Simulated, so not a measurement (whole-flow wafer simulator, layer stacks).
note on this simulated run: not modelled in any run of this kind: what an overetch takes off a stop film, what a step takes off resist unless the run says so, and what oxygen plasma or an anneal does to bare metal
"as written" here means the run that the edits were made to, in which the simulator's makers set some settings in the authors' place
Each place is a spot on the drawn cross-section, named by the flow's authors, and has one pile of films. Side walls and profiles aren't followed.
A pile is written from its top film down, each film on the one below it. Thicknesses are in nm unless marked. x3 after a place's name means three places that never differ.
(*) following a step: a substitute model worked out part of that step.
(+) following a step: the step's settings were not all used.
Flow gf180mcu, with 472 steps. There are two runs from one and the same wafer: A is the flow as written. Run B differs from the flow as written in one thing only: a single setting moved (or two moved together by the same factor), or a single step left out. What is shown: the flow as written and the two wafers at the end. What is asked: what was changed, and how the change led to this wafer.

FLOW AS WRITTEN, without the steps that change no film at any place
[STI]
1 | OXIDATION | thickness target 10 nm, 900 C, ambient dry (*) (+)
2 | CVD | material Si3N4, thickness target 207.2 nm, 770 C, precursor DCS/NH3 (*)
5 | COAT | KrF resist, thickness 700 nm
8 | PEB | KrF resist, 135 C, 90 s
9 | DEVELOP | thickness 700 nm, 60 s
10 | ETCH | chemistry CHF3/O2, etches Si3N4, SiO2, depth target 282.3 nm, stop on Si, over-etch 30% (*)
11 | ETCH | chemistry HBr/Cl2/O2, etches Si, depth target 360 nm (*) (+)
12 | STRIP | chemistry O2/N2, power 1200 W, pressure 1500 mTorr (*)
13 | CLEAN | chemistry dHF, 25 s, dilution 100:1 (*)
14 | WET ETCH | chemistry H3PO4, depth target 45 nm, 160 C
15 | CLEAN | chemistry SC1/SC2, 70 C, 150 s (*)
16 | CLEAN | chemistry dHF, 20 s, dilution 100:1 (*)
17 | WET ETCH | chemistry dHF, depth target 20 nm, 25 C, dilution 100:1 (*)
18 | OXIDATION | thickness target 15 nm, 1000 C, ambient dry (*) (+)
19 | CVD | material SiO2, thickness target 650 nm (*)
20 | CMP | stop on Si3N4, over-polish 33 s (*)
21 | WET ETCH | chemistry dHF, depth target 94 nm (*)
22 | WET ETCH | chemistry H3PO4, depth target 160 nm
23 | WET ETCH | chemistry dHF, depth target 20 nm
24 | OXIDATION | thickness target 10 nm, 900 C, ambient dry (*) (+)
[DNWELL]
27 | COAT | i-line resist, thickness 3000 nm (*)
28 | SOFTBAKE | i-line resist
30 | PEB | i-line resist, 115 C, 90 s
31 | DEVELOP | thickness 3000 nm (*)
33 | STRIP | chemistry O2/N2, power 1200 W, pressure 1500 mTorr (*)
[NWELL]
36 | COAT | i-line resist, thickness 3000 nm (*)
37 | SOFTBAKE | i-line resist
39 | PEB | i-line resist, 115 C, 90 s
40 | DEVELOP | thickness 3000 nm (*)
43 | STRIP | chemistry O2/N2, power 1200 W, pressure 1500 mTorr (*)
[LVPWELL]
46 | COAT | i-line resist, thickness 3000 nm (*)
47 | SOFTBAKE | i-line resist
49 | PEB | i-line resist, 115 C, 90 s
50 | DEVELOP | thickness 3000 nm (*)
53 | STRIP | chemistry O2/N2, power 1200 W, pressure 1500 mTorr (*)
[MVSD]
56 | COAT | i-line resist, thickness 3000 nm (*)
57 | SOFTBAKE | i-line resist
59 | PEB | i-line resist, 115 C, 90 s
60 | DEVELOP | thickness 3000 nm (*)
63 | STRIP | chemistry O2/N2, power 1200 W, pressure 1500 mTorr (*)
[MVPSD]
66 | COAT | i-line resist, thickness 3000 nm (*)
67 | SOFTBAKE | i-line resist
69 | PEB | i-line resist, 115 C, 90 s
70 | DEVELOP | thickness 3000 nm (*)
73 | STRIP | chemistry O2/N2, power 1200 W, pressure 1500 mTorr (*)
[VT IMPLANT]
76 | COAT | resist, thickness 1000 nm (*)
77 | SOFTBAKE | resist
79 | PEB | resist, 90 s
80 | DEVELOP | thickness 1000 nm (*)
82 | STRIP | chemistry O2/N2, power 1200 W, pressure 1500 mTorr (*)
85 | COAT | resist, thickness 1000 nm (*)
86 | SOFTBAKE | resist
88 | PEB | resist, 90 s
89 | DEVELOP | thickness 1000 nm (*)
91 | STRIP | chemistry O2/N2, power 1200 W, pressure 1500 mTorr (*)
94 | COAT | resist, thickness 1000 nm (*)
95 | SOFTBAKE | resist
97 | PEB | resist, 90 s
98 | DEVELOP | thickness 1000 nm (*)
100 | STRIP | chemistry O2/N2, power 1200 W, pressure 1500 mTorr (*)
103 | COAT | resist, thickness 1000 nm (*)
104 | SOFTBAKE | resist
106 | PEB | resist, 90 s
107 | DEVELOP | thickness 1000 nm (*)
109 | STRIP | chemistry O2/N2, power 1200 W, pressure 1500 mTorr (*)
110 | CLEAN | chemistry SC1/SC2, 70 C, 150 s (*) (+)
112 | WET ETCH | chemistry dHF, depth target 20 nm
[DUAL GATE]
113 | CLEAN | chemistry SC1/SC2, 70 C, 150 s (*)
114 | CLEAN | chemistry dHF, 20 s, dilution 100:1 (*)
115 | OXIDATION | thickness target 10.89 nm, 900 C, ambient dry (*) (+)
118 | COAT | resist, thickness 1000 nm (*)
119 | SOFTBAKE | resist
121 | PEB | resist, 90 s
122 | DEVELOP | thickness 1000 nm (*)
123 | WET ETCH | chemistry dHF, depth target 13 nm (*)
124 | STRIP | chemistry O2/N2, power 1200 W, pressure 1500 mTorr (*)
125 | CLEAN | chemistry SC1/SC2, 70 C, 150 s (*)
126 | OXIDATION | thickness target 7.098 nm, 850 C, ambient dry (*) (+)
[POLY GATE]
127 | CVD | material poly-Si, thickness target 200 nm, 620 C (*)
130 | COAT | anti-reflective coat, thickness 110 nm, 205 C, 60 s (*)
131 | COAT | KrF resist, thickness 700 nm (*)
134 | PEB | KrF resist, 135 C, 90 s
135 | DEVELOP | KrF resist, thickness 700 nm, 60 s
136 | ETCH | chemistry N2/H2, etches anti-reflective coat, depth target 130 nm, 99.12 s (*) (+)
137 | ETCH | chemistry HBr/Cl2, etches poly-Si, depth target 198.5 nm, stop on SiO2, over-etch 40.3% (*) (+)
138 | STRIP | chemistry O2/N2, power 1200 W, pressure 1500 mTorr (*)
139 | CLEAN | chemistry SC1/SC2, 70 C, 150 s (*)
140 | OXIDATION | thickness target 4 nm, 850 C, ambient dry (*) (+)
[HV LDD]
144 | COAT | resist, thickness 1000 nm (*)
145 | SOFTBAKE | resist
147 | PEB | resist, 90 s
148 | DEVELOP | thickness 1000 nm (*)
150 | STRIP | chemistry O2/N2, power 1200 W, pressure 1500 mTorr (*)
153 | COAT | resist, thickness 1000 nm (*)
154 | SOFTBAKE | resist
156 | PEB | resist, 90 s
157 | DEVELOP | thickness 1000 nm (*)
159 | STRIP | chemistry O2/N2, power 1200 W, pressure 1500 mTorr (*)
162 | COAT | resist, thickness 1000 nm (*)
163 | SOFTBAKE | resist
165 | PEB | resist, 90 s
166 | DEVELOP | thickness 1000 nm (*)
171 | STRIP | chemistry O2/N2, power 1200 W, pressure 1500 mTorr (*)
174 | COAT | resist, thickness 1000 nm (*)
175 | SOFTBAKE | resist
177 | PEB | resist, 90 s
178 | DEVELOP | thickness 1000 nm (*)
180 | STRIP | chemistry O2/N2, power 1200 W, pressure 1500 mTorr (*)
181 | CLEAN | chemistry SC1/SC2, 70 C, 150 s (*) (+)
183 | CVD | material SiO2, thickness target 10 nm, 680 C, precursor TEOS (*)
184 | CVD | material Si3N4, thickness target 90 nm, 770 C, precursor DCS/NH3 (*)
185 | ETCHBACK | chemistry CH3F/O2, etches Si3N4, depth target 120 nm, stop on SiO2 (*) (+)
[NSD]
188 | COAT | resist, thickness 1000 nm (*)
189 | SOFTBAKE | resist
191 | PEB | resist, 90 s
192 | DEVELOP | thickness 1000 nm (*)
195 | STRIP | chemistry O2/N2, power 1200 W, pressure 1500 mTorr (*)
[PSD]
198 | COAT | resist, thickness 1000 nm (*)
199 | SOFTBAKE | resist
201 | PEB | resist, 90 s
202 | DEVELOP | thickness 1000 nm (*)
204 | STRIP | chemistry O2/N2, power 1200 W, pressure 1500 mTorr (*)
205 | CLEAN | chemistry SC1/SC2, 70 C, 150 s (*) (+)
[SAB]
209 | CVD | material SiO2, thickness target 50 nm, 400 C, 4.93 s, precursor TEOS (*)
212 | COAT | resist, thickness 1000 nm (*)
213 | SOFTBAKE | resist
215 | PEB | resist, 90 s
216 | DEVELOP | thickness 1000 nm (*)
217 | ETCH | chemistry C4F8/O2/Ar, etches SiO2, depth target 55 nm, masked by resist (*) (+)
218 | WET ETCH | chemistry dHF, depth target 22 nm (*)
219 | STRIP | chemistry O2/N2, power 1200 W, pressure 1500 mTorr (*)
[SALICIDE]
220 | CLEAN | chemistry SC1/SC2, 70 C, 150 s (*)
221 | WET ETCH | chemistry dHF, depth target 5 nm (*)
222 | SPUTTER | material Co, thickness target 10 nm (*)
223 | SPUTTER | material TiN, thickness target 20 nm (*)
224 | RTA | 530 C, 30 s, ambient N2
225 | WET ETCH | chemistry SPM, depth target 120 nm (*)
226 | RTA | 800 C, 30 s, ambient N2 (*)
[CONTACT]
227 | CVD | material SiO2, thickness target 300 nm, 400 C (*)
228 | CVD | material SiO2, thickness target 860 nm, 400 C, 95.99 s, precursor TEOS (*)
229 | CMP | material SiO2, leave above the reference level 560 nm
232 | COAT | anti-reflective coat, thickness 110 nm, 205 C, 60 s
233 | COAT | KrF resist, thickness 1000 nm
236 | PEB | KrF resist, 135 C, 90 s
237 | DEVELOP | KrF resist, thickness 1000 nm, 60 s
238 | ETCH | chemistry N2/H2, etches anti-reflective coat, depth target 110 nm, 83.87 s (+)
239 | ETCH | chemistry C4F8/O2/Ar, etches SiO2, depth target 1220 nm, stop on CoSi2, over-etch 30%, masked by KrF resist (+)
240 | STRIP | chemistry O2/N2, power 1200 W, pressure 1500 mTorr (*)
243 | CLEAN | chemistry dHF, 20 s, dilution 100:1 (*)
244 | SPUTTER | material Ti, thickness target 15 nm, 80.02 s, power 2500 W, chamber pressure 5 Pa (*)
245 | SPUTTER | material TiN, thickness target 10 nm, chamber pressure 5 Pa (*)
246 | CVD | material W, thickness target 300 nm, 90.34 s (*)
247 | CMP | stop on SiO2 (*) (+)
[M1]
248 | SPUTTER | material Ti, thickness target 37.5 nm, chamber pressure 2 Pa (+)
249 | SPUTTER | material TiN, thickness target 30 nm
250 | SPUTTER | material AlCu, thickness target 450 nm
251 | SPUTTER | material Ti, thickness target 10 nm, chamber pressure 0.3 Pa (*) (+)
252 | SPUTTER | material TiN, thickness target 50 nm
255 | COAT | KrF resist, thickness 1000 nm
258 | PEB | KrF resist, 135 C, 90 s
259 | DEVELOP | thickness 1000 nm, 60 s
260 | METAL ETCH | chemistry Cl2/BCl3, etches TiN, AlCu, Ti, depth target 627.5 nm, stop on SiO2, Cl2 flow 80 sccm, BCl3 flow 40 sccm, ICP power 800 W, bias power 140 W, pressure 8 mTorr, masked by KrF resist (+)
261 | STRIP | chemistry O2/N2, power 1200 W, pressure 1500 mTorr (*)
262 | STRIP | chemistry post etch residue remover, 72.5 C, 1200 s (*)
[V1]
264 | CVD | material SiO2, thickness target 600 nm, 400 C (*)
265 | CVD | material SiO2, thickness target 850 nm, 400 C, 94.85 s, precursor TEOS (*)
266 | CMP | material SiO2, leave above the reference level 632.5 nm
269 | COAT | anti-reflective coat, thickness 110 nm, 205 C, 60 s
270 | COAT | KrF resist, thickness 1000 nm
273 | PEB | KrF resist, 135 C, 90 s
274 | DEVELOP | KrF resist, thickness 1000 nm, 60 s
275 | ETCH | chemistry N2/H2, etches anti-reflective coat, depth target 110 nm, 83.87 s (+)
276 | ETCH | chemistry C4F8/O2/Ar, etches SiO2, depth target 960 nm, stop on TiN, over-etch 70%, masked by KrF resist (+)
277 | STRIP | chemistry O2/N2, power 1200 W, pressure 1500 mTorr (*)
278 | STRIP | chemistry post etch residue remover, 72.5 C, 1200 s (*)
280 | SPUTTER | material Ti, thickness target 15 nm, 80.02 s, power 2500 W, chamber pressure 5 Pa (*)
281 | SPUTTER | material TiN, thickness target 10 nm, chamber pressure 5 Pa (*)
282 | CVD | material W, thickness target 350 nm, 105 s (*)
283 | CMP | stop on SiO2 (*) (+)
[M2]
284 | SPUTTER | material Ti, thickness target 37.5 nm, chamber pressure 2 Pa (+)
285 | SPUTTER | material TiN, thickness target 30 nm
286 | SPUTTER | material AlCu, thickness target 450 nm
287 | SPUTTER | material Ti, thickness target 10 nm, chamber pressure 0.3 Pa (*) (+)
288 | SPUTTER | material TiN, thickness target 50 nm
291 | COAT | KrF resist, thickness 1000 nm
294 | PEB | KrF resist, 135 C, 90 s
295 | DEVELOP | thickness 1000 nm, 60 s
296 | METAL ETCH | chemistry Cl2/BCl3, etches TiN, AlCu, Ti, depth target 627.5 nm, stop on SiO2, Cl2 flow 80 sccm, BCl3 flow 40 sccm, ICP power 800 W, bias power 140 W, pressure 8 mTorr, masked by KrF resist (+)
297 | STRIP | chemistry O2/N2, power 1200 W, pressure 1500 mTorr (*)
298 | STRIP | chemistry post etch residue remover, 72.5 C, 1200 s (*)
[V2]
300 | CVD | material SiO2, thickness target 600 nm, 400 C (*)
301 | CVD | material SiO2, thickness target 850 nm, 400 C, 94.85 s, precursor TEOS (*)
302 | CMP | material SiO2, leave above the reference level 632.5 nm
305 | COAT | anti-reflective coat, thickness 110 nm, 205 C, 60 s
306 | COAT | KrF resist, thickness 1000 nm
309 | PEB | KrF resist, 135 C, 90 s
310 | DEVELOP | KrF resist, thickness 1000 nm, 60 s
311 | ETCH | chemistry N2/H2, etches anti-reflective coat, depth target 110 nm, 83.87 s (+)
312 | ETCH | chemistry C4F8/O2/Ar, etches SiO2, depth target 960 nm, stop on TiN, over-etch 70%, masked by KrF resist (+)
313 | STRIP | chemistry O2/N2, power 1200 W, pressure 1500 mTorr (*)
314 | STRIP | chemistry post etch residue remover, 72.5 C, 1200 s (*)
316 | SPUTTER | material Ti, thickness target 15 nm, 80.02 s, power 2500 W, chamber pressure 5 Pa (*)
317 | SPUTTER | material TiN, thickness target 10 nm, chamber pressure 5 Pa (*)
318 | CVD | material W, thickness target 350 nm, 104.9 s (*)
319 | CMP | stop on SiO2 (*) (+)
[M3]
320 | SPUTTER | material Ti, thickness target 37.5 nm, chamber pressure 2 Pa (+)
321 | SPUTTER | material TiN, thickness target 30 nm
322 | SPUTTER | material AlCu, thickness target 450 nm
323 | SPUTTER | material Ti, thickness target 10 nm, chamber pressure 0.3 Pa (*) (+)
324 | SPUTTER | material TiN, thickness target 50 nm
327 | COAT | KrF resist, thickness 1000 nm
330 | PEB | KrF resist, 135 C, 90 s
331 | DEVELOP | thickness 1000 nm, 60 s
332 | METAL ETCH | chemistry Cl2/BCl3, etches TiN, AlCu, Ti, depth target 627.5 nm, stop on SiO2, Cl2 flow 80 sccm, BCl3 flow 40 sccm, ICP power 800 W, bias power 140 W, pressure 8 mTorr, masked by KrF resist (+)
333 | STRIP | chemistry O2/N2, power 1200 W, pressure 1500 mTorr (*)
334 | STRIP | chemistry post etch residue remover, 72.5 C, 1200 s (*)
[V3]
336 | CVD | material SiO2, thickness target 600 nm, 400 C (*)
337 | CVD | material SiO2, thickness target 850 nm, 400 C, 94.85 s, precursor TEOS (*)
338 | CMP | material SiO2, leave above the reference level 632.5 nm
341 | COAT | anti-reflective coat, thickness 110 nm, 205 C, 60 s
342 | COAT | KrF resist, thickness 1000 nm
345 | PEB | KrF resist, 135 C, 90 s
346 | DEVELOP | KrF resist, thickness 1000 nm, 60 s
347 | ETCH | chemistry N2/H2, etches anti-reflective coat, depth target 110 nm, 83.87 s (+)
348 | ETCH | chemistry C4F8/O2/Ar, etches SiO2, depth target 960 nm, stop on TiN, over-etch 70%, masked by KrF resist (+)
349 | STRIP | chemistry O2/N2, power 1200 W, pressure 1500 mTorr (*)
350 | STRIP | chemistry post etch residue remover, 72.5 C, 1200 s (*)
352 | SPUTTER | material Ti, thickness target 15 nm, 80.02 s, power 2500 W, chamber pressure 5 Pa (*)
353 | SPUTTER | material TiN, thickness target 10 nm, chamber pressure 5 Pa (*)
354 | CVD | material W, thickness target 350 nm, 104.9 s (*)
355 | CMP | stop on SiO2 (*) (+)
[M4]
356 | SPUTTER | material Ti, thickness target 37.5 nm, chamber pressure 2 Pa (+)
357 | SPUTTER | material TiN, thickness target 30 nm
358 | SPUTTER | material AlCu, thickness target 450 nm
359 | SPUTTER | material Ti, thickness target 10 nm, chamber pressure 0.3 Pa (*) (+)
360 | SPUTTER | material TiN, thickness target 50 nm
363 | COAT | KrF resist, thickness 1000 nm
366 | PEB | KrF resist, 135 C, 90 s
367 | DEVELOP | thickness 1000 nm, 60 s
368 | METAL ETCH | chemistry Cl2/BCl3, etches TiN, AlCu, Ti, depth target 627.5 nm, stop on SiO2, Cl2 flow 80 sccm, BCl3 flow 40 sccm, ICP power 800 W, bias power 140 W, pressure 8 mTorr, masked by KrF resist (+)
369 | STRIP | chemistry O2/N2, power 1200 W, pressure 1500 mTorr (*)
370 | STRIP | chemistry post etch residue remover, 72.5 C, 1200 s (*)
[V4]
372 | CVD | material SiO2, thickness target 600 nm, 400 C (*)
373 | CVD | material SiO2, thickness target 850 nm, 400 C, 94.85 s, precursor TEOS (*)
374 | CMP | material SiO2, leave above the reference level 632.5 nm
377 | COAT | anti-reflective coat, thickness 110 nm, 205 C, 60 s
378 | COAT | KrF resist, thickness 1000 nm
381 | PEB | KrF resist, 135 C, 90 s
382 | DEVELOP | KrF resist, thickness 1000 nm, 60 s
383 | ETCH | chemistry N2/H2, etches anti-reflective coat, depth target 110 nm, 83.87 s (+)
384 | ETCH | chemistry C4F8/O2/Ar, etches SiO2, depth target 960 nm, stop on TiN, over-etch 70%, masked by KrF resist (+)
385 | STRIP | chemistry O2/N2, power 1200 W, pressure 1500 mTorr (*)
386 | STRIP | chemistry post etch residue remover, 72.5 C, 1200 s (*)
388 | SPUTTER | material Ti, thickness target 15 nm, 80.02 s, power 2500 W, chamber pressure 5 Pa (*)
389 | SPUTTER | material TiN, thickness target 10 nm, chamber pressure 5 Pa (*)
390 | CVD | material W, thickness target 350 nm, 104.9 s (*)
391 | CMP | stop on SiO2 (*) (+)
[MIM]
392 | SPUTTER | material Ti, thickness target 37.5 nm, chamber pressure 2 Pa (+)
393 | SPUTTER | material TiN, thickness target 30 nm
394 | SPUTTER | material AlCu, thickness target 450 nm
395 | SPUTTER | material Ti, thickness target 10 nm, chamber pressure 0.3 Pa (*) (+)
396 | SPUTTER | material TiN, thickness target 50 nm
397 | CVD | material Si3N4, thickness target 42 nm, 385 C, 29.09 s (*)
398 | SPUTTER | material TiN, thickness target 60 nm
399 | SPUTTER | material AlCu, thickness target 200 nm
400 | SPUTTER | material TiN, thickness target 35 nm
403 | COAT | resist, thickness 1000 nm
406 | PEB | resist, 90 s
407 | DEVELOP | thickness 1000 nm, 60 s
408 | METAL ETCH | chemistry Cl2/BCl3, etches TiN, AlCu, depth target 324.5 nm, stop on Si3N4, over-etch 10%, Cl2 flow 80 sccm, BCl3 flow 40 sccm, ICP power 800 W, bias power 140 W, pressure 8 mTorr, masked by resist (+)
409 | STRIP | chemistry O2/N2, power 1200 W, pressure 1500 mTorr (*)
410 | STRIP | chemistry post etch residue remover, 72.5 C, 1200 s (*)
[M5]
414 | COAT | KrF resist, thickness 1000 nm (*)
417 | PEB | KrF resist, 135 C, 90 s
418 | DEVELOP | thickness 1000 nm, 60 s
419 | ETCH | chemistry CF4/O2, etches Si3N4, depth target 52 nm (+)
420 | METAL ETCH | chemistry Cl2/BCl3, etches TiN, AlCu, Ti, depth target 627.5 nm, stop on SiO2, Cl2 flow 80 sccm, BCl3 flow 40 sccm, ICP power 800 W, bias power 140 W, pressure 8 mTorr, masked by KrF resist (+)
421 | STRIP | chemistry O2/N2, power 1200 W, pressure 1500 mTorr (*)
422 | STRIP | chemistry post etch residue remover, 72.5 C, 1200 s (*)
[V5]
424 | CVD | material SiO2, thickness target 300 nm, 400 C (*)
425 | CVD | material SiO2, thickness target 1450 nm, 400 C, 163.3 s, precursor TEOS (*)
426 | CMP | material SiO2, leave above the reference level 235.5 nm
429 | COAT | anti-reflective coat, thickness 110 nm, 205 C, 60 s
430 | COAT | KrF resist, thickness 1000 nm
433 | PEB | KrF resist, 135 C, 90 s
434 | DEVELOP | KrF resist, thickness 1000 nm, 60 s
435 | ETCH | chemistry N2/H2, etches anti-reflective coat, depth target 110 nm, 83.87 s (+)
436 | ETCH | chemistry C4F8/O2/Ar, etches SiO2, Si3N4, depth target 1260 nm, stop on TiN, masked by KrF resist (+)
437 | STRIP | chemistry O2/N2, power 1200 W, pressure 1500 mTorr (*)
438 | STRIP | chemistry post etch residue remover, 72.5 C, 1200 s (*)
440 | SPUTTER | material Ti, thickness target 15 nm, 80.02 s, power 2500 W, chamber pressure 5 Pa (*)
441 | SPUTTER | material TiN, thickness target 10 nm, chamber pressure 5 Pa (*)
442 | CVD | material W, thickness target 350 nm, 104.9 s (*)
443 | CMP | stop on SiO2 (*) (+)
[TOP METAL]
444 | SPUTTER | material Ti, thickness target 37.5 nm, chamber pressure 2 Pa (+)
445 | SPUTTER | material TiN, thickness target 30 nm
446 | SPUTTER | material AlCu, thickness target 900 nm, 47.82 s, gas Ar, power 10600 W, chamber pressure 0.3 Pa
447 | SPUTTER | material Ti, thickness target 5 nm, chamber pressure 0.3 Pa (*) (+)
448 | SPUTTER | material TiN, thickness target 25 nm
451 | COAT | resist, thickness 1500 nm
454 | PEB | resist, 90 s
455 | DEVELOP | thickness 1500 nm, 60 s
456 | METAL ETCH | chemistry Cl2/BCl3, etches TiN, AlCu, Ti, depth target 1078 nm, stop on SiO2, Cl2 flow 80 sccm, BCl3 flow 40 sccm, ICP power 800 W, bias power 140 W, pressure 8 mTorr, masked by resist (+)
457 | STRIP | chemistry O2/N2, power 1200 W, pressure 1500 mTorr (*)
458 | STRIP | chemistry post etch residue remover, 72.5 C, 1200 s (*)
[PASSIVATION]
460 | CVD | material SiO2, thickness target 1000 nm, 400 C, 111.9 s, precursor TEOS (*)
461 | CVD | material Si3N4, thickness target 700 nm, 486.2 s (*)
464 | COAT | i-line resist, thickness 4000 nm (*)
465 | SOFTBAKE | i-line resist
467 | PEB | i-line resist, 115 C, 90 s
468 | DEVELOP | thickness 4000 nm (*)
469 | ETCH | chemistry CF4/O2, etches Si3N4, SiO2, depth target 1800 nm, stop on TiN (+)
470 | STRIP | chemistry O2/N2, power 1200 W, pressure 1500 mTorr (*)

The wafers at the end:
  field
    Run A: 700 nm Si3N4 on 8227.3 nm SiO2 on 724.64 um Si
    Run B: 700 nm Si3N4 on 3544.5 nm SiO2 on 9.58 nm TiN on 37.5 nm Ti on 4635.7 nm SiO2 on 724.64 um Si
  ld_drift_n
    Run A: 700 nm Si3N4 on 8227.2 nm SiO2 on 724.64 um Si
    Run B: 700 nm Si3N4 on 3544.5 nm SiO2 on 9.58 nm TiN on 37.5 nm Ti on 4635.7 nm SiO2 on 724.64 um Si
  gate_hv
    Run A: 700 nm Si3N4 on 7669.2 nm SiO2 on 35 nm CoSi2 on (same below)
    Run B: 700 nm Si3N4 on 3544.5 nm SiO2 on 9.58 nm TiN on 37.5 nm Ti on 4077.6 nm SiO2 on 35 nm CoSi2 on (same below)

Cause: step 368, METAL ETCH: depth target 530 nm was run, whereas the flow has depth target 627.5 nm.

Step by step, how the change led to this:
  368 | METAL ETCH | chemistry Cl2/BCl3, etches TiN, AlCu, Ti, depth target 627.5 nm, stop on SiO2, Cl2 flow 80 sccm, BCl3 flow 40 sccm, ICP power 800 W, bias power 140 W, pressure 8 mTorr, masked by KrF resist (+)
      field, field__w1, field__w2 and 103 more: A TiN loses 50 (all of it), Ti loses 10 (all of it), AlCu loses 450 (all of it), TiN loses 30 (all of it), Ti loses 37.5 (all of it) | B TiN loses 50 (all of it), Ti loses 10 (all of it), AlCu loses 450 (all of it), TiN loses 20
      field__w8, contact, m1, m1__w1, m1_nw: A KrF resist loses 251 | B KrF resist loses 212
  369 | STRIP | chemistry O2/N2, power 1200 W, pressure 1500 mTorr (*)
      field__w8, contact, m1, m1__w1, m1_nw: A KrF resist loses 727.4 (all of it) | B KrF resist loses 766.4 (all of it)
  372 | CVD | material SiO2, thickness target 600 nm, 400 C (*)
      field, field__w1, field__w2 and 103 more: A SiO2 gains 600 | B SiO2 gains 600 (new film)
  374 | CMP | material SiO2, leave above the reference level 632.5 nm
      field, field__w1, field__w2 and 103 more: A SiO2 loses 300 | B SiO2 loses 347.1
If metal films that touch count as one body, field has 1 body; the flow as written gives 0 bodies.
If metal films that touch count as one body, ld_drift_n has 1 body; the flow as written gives 0 bodies.
If metal films that touch count as one body, gate_hv has 2 bodies (between them, from the top down: SiO2 4077.6); the flow as written gives 1 body.
